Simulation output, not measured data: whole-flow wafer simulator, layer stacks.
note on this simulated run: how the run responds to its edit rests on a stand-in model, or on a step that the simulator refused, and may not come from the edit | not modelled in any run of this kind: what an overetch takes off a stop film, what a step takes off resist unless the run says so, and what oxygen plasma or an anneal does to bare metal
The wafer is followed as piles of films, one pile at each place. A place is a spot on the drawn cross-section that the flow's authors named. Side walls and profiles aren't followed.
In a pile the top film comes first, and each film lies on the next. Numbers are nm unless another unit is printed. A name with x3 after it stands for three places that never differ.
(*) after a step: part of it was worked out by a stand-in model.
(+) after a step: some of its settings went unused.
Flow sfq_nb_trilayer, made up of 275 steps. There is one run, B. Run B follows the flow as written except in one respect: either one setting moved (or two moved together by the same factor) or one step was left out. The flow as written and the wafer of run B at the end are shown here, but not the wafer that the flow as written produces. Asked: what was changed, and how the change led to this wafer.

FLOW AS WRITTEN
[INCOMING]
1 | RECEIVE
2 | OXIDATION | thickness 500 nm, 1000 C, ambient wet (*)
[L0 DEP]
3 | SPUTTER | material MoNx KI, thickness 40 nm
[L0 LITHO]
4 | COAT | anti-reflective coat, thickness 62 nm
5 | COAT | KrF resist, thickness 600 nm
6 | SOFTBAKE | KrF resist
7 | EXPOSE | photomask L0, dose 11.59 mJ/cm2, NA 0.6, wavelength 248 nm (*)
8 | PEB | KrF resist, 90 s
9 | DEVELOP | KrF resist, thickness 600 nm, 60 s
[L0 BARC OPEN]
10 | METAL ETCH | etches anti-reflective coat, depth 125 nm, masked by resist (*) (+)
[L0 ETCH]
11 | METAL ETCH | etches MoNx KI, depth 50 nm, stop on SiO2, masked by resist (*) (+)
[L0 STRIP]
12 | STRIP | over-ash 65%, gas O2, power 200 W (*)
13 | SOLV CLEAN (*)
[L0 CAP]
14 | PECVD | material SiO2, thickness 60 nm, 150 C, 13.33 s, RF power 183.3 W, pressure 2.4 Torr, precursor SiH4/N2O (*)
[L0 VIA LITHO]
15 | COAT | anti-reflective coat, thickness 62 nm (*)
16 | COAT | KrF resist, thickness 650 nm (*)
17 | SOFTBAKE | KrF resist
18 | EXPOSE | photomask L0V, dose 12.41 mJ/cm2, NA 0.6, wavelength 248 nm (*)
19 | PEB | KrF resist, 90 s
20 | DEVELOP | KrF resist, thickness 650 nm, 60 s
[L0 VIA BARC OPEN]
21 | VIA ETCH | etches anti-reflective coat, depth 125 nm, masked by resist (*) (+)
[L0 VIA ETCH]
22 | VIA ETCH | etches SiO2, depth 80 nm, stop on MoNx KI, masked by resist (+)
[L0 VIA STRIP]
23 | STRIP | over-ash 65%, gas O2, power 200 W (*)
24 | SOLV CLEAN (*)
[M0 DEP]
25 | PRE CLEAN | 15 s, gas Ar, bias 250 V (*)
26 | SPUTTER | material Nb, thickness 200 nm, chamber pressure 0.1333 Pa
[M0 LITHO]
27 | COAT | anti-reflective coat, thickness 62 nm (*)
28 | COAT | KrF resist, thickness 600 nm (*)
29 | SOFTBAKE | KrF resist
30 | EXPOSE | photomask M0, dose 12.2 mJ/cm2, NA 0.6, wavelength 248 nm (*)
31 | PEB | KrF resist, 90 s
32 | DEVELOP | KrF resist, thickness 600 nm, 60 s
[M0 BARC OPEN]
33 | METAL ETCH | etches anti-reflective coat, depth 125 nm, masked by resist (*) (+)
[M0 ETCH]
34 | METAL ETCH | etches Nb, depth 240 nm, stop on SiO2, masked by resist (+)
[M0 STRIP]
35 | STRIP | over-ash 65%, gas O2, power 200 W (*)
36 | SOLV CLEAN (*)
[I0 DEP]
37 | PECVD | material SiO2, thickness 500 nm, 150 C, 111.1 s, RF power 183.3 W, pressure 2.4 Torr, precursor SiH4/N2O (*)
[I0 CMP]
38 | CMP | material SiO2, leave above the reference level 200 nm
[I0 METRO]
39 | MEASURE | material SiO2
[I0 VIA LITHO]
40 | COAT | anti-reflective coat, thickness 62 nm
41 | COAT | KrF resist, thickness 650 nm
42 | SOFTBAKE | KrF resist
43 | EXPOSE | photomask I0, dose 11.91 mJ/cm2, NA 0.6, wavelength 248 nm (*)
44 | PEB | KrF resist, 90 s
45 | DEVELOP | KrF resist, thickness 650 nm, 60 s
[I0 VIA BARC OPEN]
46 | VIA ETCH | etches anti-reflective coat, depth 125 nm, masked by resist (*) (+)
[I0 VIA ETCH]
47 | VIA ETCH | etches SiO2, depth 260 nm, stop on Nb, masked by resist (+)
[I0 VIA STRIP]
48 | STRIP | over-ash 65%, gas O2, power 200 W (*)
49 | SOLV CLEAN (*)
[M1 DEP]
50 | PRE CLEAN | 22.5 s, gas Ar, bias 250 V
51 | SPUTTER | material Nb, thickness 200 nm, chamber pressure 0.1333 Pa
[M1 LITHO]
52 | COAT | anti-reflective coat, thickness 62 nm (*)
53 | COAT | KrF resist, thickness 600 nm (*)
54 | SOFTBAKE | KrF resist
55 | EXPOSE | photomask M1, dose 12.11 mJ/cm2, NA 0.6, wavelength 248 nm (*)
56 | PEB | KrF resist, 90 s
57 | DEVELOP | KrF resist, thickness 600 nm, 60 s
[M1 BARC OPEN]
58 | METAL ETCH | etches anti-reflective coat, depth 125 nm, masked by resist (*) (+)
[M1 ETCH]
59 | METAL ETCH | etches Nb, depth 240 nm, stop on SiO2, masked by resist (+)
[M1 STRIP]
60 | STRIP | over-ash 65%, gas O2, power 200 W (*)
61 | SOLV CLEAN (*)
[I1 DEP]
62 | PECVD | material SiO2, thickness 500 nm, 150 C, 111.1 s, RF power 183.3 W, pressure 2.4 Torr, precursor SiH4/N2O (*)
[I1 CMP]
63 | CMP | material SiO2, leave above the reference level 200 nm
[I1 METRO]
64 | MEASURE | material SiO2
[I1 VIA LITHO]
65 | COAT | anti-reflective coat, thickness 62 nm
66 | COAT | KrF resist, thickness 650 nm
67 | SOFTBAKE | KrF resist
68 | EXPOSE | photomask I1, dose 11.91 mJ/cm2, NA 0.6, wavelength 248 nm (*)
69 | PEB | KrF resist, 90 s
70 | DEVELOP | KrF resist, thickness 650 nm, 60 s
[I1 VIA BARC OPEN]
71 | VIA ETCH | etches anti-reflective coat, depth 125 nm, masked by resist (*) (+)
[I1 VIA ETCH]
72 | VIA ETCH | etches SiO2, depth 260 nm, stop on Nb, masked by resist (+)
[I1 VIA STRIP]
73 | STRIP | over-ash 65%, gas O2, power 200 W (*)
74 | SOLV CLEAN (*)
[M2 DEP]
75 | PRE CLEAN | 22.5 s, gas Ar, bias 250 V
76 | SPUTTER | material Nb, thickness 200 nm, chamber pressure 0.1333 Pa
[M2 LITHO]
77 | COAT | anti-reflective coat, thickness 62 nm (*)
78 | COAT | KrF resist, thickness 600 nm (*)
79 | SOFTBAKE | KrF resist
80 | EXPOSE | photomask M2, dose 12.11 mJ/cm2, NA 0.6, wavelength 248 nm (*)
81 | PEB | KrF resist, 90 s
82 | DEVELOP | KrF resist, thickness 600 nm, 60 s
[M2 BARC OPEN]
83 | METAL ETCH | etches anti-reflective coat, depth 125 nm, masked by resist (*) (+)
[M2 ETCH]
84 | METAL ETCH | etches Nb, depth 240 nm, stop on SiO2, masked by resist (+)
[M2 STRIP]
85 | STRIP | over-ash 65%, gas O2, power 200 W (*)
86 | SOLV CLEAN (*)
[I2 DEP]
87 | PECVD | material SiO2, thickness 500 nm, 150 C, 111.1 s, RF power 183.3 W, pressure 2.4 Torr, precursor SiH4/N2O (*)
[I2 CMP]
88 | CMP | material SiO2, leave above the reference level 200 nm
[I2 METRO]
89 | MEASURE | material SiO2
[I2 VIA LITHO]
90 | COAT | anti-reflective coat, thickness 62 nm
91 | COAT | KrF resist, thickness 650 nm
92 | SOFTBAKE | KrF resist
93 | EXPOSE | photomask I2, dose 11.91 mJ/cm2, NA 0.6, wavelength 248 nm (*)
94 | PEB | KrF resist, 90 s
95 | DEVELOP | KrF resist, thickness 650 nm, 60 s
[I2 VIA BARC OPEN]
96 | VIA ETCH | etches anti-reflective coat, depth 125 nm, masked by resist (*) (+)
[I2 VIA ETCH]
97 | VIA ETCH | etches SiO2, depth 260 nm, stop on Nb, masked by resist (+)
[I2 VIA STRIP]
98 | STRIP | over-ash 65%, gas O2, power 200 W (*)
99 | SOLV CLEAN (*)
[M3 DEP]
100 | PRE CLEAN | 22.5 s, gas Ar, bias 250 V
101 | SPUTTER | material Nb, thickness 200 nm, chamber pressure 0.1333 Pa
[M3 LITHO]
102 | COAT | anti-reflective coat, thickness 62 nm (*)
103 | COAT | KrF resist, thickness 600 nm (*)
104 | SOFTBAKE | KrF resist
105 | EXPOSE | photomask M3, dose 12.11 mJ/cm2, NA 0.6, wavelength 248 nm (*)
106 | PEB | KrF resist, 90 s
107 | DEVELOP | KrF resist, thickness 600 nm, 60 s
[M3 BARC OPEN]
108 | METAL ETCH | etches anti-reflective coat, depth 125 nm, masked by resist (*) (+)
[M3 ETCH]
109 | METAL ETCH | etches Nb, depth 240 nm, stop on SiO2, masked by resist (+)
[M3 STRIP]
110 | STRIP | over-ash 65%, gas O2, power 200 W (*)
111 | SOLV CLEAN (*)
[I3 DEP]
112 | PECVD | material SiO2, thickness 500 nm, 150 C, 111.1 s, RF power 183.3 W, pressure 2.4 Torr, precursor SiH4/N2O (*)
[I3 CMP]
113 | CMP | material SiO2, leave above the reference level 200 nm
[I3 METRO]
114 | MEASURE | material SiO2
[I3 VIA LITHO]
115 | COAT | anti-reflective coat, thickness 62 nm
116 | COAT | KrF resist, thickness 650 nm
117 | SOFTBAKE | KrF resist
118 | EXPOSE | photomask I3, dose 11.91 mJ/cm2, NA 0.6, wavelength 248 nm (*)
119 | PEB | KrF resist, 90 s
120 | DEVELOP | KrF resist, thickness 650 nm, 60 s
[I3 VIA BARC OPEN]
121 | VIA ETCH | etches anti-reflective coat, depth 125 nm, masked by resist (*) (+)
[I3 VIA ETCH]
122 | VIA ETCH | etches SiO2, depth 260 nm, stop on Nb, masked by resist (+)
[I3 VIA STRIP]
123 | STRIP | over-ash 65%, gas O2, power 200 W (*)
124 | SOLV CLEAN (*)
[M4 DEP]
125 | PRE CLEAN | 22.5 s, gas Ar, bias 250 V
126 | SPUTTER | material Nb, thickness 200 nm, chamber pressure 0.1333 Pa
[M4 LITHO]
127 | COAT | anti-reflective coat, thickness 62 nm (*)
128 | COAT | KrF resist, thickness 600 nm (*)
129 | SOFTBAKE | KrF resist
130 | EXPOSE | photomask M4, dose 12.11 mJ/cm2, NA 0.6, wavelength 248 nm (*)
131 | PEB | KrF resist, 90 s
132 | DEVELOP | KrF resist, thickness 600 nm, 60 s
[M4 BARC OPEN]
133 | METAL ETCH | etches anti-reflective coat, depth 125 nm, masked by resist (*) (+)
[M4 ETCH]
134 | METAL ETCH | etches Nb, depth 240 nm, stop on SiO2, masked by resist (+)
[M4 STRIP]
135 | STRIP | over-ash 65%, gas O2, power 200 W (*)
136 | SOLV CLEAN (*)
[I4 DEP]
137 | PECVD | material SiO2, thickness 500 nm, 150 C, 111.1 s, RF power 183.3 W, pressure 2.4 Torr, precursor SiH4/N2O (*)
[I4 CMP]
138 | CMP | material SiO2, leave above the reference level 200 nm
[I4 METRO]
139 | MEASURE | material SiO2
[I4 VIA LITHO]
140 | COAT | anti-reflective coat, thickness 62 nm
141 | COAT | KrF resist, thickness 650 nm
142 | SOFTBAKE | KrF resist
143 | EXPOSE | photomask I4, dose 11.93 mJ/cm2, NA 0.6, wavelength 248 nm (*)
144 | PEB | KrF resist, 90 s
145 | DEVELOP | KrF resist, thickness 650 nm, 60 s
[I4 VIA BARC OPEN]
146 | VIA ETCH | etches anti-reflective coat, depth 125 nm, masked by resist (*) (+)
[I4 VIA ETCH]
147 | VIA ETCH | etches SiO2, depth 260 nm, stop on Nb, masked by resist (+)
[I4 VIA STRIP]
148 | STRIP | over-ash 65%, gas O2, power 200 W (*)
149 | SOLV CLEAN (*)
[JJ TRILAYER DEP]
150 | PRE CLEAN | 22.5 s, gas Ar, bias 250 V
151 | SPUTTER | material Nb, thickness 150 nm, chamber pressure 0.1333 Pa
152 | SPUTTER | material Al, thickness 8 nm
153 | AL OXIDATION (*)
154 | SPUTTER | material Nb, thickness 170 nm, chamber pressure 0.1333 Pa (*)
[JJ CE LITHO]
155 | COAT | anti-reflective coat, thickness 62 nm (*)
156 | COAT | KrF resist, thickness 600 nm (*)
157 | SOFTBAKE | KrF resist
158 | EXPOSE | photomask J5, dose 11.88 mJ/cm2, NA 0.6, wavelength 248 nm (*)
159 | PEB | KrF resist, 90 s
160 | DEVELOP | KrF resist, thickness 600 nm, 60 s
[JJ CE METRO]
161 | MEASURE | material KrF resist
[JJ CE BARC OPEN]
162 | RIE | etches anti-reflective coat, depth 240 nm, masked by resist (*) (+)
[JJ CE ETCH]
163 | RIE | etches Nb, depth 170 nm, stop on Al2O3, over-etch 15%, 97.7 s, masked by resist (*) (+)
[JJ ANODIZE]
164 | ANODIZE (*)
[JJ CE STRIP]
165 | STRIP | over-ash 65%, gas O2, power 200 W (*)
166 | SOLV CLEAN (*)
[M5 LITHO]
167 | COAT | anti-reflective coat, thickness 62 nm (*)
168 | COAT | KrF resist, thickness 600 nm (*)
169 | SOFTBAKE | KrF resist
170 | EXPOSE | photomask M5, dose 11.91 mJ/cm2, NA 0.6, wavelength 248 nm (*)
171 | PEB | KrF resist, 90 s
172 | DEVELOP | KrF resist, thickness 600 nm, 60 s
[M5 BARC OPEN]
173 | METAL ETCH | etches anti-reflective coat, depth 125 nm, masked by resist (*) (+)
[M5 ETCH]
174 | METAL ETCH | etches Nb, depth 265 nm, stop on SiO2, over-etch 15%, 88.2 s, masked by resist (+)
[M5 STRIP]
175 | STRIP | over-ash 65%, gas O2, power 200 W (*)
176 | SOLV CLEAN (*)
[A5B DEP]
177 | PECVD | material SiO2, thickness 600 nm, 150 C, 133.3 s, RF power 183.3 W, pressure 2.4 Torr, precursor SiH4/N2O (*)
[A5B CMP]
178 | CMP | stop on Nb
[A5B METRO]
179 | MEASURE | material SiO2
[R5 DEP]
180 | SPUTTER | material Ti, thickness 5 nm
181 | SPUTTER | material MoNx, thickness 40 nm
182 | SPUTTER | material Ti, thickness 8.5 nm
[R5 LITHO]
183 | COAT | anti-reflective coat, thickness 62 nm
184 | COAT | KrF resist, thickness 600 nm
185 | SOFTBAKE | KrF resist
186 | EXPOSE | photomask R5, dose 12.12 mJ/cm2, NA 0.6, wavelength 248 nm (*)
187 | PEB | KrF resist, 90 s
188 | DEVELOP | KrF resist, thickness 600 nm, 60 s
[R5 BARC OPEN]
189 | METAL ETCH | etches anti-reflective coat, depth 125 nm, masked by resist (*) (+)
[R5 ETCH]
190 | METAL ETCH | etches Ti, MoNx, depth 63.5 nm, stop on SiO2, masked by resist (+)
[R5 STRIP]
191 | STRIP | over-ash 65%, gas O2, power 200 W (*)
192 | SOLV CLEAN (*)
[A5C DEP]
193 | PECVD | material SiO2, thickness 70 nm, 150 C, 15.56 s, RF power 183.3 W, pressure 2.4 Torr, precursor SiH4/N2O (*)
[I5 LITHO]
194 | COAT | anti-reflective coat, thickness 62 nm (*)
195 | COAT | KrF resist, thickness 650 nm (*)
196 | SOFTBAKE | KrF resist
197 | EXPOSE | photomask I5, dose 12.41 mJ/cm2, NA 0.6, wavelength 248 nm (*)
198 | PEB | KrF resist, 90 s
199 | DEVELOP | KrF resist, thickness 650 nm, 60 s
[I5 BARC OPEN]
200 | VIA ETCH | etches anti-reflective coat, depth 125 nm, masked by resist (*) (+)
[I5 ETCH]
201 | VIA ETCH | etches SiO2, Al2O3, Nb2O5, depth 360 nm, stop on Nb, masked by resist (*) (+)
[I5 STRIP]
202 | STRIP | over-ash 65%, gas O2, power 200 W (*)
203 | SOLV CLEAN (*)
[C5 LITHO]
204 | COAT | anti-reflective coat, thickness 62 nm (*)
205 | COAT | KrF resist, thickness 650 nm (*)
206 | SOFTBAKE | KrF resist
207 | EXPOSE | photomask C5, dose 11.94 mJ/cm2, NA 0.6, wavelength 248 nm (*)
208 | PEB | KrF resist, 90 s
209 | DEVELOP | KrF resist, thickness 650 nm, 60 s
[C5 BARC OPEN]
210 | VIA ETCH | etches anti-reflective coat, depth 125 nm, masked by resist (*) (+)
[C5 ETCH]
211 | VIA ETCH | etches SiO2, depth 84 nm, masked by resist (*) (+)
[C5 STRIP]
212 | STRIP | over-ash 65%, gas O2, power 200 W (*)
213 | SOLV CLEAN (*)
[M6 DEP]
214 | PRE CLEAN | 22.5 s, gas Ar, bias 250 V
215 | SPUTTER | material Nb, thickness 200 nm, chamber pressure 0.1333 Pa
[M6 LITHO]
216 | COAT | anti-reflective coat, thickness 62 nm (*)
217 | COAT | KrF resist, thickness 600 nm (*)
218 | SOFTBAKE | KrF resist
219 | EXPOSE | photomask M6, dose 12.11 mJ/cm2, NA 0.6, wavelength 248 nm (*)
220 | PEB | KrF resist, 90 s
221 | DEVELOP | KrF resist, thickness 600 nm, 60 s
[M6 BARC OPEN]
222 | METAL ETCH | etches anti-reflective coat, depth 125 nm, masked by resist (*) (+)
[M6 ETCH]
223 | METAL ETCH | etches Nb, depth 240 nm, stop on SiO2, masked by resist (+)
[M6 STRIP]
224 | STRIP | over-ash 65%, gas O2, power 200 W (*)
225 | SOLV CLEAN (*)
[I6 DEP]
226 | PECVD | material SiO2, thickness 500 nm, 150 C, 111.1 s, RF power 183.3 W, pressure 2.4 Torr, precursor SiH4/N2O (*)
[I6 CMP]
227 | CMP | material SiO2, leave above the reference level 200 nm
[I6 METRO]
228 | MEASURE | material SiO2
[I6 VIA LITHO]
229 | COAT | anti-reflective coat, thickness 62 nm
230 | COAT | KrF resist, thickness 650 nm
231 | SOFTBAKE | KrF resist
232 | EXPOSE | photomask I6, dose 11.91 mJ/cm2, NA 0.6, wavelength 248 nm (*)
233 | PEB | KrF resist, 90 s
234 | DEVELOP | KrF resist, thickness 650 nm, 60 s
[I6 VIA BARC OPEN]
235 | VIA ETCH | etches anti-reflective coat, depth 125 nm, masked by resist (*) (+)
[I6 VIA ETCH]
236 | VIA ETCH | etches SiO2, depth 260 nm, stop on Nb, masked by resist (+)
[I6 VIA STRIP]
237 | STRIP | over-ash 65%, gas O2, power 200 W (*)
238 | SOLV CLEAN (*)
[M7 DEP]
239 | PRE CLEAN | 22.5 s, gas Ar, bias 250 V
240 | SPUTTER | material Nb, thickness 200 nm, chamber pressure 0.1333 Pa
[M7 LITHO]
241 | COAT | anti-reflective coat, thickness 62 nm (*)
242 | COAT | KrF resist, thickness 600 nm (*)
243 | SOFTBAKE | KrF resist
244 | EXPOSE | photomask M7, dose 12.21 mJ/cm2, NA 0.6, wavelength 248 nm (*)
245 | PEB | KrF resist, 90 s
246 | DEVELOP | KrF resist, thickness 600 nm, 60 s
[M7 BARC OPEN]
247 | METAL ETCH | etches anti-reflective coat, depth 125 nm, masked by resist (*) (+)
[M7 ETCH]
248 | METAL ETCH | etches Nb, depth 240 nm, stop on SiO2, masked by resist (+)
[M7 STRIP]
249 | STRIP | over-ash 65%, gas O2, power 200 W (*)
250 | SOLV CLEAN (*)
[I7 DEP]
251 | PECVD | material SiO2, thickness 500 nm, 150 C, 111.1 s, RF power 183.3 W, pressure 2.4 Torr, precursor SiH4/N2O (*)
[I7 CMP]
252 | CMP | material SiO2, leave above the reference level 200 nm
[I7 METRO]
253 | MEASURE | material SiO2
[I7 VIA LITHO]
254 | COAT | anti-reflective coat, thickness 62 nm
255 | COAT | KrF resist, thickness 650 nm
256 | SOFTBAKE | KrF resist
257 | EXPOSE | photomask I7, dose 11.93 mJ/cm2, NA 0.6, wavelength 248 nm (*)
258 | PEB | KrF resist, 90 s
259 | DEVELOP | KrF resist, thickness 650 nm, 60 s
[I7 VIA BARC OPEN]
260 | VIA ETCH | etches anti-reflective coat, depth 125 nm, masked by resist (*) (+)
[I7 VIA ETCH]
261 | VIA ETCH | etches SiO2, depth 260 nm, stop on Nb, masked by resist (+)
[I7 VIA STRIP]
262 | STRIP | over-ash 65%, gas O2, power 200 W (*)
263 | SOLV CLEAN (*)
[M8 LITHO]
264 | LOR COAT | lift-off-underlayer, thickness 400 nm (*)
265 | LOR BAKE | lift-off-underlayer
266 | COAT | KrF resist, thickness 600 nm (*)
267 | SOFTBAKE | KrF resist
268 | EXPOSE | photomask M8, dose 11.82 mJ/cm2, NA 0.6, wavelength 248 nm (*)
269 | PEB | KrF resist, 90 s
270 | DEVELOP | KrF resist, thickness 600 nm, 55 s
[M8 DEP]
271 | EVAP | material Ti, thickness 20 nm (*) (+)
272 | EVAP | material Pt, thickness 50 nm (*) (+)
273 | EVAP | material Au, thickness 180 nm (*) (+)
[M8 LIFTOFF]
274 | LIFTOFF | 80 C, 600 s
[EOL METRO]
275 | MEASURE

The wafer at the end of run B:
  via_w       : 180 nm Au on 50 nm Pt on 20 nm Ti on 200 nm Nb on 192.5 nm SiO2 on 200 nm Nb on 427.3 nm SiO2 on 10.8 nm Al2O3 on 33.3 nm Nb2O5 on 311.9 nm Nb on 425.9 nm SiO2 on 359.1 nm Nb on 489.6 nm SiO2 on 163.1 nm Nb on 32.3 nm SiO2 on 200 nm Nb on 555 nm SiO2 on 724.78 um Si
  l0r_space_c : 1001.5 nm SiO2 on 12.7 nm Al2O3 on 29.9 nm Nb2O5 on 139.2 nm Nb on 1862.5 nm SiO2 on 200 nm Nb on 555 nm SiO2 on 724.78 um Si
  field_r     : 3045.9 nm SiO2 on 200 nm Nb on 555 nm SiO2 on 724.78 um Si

Cause: step 38, CMP: leave above the reference level 300 nm was run, whereas the flow has leave above the reference level 200 nm.

The path from the change to this, step by step:
  38 | CMP | material SiO2, leave above the reference level 200 nm
      v_sur, via_wl, via_w and 94 more: -200 SiO2 (as written it would have been: -300 SiO2)
      field_l, l0_sur, l0r_line_l, l0r_line_c, l0r_line_r: -240 SiO2 (as written it would have been: -340 SiO2)
      (as well as at 4 more places)
  47 | VIA ETCH | etches SiO2, depth 260 nm, stop on Nb, masked by resist (+)
      via_w: -260 SiO2 (as written it would have been: -199.8 SiO2 (all of it))
  50 | PRE CLEAN | 22.5 s, gas Ar, bias 250 V
      via_w: -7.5 SiO2 (as written it would have been: -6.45 Nb)
  51 | SPUTTER | material Nb, thickness 200 nm, chamber pressure 0.1333 Pa
      via_w: +163.1 Nb (new film) (as written it would have been: +174.5 Nb)
  52 | COAT | anti-reflective coat, thickness 62 nm (*)
      via_w: +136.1 anti-reflective coat (new film) (as written it would have been: +123.1 anti-reflective coat (new film))
      via_wr: +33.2 anti-reflective coat (new film) (as written it would have been: +34.9 anti-reflective coat (new film))
  53 | COAT | KrF resist, thickness 600 nm (*)
      via_w: +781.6 KrF resist (new film) (as written it would have been: +731.8 KrF resist (new film))
  60 | STRIP | over-ash 65%, gas O2, power 200 W (*)
      via_w: -563.6 KrF resist (all of it), -136.1 anti-reflective coat (all of it) (as written it would have been: -513.8 KrF resist (all of it), -123.1 anti-reflective coat (all of it))
      via_wr: -378.6 KrF resist (all of it), -33.2 anti-reflective coat (all of it) (as written it would have been: -384.4 KrF resist (all of it), -34.9 anti-reflective coat (all of it))
  62 | PECVD | material SiO2, thickness 500 nm, 150 C, 111.1 s, RF power 183.3 W, pressure 2.4 Torr, precursor SiH4/N2O (*)
      via_w: +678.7 SiO2 (new film) (as written it would have been: +606 SiO2 (new film))
If metal films that touch count as one body, via_w has 6 bodies (between them, from the top down: SiO2 192.5; SiO2 427.3 / Al2O3 10.8 / Nb2O5 33.3; SiO2 425.9; SiO2 489.6; SiO2 32.3); the flow as written gives 5 bodies (between them, from the top down: SiO2 192.5; SiO2 427.3 / Al2O3 10.8 / Nb2O5 33.3; SiO2 425.9; SiO2 416.9).
